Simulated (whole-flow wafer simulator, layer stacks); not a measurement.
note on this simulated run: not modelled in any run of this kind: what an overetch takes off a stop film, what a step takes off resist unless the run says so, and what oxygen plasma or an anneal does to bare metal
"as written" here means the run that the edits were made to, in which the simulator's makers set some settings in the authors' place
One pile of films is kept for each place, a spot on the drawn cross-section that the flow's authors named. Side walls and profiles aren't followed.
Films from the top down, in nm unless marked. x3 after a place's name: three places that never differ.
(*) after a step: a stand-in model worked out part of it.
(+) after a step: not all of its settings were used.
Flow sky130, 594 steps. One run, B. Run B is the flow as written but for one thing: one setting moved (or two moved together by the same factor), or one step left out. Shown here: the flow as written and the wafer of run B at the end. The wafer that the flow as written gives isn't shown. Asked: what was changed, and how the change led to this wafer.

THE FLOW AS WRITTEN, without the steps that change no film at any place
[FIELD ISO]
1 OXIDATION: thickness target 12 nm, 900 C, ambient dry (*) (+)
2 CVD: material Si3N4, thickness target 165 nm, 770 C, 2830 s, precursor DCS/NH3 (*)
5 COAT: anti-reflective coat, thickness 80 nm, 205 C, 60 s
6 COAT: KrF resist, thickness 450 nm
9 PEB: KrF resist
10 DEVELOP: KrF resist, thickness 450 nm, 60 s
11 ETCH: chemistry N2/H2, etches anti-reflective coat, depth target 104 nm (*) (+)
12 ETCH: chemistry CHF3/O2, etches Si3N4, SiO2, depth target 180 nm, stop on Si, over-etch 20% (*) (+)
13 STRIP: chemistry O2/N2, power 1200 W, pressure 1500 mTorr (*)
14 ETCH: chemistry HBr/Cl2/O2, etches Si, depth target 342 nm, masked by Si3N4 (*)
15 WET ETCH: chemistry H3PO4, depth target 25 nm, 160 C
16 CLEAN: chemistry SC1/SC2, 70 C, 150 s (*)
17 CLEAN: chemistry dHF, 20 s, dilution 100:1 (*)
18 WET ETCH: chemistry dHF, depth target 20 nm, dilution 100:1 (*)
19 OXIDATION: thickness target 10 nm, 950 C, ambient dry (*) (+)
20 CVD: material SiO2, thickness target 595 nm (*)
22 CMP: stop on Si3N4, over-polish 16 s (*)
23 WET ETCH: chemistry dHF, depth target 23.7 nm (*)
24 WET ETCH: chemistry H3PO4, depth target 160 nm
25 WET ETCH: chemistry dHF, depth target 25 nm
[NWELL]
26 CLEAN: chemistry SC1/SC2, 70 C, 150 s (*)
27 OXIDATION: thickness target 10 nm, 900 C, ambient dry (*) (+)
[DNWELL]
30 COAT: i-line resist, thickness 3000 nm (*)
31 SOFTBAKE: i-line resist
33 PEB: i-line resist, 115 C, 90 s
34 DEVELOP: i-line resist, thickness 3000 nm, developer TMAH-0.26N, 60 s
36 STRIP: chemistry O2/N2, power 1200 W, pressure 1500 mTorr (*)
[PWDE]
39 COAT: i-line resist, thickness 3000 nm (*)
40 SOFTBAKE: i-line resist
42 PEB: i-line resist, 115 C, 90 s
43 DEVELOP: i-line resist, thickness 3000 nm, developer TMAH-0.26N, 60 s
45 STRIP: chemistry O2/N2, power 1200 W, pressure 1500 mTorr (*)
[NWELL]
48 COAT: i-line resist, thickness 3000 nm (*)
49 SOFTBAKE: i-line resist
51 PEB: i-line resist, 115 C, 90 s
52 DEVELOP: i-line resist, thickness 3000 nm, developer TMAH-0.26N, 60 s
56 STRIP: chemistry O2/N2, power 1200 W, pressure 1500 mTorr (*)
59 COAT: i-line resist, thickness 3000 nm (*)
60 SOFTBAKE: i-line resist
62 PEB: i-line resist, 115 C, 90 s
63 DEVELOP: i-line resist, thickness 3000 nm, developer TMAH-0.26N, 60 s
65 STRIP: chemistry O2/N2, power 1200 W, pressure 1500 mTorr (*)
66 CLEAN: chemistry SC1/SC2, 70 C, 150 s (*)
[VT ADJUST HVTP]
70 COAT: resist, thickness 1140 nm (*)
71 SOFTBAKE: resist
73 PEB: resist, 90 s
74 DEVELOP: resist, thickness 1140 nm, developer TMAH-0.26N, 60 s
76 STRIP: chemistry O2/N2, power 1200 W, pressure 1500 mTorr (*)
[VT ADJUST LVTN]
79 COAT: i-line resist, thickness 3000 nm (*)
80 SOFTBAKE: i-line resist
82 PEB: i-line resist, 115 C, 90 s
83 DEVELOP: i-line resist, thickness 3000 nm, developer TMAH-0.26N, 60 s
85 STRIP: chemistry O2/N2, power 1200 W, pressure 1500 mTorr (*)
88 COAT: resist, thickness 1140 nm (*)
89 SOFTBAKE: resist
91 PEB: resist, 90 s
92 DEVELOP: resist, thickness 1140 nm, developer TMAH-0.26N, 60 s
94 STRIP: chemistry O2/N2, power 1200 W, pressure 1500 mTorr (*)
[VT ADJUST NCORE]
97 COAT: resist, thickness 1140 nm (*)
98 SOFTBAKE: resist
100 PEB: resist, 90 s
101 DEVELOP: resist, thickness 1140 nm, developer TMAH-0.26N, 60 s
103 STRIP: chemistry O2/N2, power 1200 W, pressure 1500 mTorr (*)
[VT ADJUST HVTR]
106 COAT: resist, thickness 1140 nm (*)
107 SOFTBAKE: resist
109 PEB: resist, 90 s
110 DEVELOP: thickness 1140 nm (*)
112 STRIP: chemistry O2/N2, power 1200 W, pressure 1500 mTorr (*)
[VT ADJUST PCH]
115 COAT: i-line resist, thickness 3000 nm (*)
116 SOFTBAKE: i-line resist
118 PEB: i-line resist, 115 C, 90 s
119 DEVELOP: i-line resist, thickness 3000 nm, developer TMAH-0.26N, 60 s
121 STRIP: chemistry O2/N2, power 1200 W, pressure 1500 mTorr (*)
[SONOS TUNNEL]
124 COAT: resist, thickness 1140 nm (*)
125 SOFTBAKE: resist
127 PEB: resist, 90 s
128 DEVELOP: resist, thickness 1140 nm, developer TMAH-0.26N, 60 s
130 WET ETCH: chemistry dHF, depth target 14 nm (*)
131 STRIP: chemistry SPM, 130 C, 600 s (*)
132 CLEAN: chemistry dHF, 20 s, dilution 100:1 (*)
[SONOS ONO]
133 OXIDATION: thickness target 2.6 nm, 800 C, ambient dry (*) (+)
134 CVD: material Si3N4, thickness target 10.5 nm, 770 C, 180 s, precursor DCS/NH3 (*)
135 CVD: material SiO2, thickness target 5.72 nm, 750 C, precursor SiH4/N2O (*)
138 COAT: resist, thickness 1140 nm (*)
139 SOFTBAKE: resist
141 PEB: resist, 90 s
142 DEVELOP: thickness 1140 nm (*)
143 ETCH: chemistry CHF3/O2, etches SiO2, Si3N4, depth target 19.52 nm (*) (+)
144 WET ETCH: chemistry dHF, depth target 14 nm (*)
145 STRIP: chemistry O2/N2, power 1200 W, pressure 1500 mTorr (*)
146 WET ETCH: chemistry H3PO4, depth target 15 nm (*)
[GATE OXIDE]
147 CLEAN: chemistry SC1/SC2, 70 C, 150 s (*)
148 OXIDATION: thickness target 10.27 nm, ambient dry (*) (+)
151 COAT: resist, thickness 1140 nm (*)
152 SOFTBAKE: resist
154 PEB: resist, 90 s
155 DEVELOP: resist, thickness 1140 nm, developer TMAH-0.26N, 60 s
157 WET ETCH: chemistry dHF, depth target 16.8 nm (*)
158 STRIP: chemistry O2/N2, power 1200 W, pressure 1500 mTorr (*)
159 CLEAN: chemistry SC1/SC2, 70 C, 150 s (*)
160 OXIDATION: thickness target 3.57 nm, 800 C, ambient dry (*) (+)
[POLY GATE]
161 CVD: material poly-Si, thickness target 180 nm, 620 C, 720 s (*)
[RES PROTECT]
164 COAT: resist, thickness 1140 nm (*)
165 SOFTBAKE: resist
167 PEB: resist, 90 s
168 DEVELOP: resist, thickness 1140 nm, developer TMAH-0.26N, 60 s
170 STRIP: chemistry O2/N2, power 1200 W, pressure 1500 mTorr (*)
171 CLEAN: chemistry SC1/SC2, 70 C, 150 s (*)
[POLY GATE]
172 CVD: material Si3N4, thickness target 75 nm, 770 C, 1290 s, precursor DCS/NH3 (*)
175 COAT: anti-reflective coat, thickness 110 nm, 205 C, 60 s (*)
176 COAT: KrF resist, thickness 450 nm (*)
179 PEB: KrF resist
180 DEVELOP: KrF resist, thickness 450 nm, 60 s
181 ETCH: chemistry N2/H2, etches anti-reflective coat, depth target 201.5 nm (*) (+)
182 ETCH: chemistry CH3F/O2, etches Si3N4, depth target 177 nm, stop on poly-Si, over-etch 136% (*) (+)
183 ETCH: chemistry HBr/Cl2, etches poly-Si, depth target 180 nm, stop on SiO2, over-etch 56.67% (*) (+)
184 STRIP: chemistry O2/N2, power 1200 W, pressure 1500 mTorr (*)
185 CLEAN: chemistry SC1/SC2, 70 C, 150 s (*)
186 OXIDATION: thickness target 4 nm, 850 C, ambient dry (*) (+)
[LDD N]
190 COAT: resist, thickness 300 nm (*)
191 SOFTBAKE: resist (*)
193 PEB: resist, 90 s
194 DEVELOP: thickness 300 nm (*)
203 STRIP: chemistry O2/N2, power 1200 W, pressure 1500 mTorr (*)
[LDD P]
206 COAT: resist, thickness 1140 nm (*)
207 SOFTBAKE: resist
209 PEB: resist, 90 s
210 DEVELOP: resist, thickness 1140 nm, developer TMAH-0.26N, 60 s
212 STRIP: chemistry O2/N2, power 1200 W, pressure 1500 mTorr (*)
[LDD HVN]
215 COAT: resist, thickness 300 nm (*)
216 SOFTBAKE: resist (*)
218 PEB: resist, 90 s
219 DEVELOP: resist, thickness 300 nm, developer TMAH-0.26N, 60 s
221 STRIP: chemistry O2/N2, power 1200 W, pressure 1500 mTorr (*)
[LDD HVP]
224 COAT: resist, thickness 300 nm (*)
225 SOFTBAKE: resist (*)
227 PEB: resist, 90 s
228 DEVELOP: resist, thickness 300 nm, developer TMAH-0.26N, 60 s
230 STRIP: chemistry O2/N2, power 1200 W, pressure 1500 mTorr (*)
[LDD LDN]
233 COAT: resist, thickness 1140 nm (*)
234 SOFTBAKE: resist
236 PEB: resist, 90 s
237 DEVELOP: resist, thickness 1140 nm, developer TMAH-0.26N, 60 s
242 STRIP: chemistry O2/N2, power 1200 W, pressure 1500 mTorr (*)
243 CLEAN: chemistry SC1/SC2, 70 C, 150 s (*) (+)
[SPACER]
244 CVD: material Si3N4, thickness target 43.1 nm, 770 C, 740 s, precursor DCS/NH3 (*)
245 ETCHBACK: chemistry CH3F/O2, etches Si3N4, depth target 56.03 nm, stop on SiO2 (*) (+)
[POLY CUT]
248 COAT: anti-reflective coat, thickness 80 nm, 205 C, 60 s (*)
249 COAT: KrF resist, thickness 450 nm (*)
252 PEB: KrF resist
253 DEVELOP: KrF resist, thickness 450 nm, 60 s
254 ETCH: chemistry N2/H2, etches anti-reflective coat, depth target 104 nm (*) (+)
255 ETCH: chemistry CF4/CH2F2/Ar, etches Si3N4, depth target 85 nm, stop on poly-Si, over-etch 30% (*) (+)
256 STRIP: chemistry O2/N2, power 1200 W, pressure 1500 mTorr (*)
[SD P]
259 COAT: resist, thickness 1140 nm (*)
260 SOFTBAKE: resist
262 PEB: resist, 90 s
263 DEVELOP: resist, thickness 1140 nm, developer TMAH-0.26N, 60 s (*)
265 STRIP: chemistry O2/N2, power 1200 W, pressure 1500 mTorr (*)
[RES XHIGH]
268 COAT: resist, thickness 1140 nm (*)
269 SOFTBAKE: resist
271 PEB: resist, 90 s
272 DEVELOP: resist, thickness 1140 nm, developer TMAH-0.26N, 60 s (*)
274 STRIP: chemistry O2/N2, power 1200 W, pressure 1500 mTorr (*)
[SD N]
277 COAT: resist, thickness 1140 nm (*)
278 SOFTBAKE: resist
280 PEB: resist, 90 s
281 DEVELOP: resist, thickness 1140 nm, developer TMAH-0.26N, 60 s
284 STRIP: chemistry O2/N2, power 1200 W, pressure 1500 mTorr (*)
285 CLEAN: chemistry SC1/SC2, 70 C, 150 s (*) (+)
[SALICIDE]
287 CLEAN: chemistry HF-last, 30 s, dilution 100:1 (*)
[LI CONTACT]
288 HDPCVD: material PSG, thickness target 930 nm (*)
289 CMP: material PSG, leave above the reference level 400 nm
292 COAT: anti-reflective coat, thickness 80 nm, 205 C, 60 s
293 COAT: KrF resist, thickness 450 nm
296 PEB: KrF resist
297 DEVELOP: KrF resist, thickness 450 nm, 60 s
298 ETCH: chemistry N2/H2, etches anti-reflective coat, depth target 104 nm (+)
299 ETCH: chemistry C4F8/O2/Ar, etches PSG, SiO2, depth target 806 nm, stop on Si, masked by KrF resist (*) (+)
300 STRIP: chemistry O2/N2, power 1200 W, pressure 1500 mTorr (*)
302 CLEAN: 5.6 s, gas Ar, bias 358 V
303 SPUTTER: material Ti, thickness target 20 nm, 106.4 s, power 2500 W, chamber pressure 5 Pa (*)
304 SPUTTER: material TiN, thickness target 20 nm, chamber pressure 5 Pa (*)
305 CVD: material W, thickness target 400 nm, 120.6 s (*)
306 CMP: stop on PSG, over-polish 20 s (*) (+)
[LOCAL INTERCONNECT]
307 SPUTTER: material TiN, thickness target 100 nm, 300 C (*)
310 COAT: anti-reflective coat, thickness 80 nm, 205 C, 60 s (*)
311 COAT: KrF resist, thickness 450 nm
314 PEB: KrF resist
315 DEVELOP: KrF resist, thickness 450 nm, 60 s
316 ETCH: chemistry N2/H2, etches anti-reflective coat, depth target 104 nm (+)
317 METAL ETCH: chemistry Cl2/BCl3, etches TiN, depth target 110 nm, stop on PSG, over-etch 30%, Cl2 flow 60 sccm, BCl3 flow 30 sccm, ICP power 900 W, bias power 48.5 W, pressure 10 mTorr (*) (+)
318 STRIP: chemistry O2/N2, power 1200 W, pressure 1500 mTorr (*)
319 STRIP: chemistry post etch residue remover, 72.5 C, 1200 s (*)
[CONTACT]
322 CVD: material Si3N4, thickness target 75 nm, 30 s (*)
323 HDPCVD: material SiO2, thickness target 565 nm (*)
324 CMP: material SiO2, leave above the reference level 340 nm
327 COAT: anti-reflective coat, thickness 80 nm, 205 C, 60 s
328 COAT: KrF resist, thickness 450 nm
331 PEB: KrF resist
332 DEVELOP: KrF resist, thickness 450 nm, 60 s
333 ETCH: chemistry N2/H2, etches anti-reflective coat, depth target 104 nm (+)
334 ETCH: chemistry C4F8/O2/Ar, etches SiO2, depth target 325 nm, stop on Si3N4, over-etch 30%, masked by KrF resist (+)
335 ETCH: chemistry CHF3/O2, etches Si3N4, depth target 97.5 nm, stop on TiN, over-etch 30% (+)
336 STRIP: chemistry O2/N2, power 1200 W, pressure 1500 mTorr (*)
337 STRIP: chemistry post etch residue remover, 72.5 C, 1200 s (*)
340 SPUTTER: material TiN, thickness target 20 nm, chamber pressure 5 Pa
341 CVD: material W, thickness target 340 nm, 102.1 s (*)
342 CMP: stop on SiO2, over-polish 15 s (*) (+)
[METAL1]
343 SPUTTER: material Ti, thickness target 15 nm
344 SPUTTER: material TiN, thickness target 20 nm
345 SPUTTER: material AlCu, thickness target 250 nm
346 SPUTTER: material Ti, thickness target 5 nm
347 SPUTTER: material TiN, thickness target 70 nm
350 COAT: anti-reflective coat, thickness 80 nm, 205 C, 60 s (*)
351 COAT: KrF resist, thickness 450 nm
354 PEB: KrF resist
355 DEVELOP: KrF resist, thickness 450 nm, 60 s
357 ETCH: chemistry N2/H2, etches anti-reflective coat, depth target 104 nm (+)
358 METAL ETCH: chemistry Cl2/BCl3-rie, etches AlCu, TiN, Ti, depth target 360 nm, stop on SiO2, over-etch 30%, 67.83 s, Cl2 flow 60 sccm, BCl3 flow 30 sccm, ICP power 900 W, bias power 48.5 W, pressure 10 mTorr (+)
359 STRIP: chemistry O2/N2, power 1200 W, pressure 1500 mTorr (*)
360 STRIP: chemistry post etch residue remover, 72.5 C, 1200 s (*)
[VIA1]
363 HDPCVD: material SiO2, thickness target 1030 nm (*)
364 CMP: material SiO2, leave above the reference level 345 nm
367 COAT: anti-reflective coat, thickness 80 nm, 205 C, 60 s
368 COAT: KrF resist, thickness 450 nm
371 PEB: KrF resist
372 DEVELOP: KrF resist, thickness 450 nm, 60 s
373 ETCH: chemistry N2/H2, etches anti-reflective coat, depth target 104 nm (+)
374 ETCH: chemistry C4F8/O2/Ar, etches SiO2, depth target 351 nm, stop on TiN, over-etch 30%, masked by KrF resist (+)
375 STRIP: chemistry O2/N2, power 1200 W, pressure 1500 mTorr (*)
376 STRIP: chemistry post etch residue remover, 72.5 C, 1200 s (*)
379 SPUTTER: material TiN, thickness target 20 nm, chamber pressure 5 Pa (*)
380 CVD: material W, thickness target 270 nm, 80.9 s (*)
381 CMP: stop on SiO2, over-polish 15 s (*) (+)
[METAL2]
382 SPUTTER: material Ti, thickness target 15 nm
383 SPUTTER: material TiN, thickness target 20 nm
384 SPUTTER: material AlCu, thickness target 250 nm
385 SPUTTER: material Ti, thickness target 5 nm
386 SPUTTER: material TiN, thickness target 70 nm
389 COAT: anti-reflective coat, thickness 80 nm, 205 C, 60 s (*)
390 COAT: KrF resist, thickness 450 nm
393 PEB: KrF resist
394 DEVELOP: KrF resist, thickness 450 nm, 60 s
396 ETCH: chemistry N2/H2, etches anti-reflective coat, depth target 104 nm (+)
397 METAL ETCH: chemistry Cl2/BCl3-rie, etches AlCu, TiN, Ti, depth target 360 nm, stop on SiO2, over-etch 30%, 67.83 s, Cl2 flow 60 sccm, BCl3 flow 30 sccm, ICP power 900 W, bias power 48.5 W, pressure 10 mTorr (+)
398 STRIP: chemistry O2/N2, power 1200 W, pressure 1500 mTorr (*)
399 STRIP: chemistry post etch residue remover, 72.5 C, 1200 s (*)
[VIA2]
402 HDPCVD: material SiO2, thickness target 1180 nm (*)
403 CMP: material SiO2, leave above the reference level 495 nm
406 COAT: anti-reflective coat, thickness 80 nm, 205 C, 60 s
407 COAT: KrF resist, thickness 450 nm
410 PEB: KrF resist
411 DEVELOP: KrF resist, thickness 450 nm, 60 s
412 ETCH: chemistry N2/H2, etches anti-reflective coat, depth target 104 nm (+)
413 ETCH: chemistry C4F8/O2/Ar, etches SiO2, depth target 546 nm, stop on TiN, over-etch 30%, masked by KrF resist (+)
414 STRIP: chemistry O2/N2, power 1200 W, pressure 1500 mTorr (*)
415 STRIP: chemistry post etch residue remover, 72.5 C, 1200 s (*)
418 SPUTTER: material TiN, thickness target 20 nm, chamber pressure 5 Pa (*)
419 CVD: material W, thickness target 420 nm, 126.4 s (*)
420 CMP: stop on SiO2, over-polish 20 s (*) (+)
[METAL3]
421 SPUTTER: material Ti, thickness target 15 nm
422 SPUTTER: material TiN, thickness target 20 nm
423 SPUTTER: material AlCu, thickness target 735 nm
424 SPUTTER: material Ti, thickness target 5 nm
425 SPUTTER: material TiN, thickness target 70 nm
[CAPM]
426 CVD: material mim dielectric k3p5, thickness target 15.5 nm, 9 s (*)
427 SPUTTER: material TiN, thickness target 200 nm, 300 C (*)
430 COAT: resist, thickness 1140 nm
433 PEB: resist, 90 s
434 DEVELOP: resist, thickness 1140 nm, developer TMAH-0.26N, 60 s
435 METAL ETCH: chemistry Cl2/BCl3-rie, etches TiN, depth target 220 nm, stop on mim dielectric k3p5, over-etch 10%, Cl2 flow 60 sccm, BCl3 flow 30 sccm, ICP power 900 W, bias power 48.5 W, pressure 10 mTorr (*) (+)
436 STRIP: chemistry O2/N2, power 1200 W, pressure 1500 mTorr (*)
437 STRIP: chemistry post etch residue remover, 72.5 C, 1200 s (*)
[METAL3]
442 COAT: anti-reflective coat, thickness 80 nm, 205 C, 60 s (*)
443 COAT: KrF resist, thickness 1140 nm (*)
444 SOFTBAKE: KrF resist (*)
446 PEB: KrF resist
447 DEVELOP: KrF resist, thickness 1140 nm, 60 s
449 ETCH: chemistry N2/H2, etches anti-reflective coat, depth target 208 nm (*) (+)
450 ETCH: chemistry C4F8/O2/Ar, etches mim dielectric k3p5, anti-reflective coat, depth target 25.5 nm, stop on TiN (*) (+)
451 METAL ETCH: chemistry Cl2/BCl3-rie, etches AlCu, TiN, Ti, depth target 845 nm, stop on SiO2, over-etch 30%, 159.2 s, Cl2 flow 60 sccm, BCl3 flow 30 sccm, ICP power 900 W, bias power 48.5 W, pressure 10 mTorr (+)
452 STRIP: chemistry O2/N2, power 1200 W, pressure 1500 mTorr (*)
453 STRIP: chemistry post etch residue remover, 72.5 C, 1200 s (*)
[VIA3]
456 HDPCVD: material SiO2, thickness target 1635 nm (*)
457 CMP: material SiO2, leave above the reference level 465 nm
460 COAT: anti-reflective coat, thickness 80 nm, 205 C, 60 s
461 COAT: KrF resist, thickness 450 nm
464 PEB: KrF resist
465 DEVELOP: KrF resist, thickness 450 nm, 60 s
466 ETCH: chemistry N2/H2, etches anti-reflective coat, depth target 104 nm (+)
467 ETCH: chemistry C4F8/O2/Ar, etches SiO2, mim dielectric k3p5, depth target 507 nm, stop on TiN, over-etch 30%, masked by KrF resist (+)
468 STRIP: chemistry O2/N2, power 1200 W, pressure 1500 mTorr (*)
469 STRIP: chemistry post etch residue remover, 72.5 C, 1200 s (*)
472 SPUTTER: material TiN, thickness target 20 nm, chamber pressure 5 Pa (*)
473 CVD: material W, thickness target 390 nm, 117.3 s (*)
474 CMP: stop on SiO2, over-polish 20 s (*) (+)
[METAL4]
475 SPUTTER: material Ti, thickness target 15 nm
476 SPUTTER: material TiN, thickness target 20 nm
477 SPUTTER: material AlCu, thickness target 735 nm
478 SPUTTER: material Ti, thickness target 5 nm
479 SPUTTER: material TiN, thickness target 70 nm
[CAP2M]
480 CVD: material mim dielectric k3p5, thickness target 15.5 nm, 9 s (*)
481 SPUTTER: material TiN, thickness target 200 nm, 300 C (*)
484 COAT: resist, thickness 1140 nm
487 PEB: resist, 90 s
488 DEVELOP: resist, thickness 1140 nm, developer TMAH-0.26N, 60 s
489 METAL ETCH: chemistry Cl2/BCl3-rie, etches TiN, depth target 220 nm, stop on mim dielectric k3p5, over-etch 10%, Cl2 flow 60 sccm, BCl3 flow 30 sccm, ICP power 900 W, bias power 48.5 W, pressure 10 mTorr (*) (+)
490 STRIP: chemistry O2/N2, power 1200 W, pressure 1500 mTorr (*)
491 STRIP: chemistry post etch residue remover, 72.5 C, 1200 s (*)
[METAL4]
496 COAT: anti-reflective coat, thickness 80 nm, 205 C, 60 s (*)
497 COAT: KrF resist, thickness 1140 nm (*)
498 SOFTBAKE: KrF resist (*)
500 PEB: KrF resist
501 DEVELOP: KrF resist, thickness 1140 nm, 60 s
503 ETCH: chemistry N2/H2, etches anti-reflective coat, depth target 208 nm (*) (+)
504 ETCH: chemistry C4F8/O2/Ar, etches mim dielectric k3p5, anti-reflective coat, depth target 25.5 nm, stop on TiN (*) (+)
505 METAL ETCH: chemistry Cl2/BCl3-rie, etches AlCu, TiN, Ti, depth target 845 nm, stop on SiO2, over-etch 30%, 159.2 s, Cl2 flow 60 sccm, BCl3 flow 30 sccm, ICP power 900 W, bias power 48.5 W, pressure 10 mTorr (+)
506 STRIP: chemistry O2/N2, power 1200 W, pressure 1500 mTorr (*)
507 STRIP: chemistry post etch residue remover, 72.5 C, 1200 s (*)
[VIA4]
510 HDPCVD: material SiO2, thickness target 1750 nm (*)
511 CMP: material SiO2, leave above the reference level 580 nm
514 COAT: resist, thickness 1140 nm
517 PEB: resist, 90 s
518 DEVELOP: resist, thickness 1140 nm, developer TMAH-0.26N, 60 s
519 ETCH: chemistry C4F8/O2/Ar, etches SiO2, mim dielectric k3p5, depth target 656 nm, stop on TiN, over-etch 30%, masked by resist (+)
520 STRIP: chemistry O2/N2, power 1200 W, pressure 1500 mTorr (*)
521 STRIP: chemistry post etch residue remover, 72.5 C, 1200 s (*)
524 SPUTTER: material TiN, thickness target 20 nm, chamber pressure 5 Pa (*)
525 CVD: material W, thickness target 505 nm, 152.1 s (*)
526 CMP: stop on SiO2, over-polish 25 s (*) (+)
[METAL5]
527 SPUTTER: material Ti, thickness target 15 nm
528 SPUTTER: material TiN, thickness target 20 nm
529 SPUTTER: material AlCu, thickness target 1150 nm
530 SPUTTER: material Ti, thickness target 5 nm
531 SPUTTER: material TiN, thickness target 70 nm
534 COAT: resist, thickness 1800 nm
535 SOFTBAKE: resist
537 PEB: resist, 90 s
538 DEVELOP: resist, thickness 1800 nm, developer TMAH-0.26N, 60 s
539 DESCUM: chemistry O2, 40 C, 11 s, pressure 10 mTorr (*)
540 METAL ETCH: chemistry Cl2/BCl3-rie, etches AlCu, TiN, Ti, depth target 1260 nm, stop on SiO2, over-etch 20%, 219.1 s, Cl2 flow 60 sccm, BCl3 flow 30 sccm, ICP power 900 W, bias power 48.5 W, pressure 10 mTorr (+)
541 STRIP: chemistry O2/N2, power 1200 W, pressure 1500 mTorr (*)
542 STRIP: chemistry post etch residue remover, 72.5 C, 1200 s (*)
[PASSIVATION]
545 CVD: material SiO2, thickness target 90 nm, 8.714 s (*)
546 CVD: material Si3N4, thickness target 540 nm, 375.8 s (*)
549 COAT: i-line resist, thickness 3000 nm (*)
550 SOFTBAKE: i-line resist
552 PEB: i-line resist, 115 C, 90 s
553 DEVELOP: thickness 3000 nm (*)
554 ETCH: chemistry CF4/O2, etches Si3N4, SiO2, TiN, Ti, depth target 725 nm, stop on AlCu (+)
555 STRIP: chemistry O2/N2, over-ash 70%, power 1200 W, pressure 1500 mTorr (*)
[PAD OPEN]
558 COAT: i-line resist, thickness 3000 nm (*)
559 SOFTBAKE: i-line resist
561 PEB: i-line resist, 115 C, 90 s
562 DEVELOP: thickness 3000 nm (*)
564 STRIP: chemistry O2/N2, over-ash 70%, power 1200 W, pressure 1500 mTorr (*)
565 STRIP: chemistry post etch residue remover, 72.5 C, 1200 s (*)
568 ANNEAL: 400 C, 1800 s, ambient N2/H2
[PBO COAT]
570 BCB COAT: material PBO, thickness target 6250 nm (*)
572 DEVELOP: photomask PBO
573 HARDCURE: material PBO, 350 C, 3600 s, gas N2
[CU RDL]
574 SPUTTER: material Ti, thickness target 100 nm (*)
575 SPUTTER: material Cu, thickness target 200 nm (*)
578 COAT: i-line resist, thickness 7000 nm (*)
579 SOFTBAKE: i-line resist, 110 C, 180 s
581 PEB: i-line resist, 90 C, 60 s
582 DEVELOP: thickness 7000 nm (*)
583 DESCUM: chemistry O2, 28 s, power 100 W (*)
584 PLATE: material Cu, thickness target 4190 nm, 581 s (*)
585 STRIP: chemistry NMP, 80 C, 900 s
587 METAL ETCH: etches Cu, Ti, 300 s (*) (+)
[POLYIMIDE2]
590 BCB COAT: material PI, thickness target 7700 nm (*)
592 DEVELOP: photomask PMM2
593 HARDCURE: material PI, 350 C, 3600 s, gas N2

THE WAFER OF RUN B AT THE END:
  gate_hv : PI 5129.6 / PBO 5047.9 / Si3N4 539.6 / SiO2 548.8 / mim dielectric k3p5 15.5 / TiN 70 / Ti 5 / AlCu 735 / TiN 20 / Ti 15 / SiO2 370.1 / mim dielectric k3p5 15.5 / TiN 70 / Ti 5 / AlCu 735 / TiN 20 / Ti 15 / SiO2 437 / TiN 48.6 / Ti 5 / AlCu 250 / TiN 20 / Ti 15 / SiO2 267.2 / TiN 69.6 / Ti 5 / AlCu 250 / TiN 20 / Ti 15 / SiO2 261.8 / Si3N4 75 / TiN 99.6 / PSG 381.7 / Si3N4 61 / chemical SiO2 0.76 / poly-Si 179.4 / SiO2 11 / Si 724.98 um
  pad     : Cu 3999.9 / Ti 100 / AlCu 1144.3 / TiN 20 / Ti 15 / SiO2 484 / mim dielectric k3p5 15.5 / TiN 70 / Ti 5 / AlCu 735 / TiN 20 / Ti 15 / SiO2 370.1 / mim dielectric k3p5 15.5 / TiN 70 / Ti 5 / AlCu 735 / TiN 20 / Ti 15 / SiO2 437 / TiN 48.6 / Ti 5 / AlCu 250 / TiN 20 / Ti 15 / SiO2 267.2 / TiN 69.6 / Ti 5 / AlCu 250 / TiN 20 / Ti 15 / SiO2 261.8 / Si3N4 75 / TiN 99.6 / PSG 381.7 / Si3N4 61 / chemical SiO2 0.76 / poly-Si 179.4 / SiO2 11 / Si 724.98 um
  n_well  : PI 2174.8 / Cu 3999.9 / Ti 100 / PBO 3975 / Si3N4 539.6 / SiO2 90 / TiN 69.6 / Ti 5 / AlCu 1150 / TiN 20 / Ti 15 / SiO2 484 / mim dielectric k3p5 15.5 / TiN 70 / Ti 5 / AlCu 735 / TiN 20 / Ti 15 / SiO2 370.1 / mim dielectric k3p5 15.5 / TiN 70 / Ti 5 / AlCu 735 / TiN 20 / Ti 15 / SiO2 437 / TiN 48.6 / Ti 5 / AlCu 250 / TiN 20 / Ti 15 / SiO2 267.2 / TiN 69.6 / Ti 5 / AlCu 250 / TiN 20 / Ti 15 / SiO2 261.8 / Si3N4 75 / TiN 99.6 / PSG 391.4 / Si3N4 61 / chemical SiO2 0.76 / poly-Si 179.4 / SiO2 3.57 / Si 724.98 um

The cause: step 386, SPUTTER: thickness target 49 nm was run, where the flow has thickness target 70 nm.

How the change led to this, step by step:
  386 SPUTTER: material TiN, thickness target 70 nm
      field, active, n_well and 188 more: TiN +49 (new film) (as written it would be: TiN +70 (new film))
  397 METAL ETCH: chemistry Cl2/BCl3-rie, etches AlCu, TiN, Ti, depth target 360 nm, stop on SiO2, over-etch 30%, 67.83 s, Cl2 flow 60 sccm, BCl3 flow 30 sccm, ICP power 900 W, bias power 48.5 W, pressure 10 mTorr (+)
      field, active, gate and 82 more: TiN -47.7 (all of it), Ti -5 (all of it), AlCu -250 (all of it), TiN -20 (all of it), Ti -15 (all of it), SiO2 -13 (as written it would be: TiN -68.7 (all of it), Ti -5 (all of it), AlCu -250 (all of it), TiN -20 (all of it), Ti -15 (all of it), SiO2 -10.9)
  403 CMP: material SiO2, leave above the reference level 495 nm
      n_well, p_well, gate_hv and 101 more: SiO2 -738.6 (as written it would be: SiO2 -759.6)
      m1, via1_hole: SiO2 -738.1 (as written it would be: SiO2 -759.1)
  413 ETCH: chemistry C4F8/O2/Ar, etches SiO2, depth target 546 nm, stop on TiN, over-etch 30%, masked by KrF resist (+)
      m1: SiO2 -441.3 (all of it) (as written it would be: SiO2 -420.3 (all of it))
      via2_hole: SiO2 -440.8 (all of it) (as written it would be: SiO2 -419.8 (all of it))
  419 CVD: material W, thickness target 420 nm, 126.4 s (*)
      m1: W +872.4 (new film) (as written it would be: W +851.1 (new film))
      via2_hole: W +871.9 (new film) (as written it would be: W +850.7 (new film))
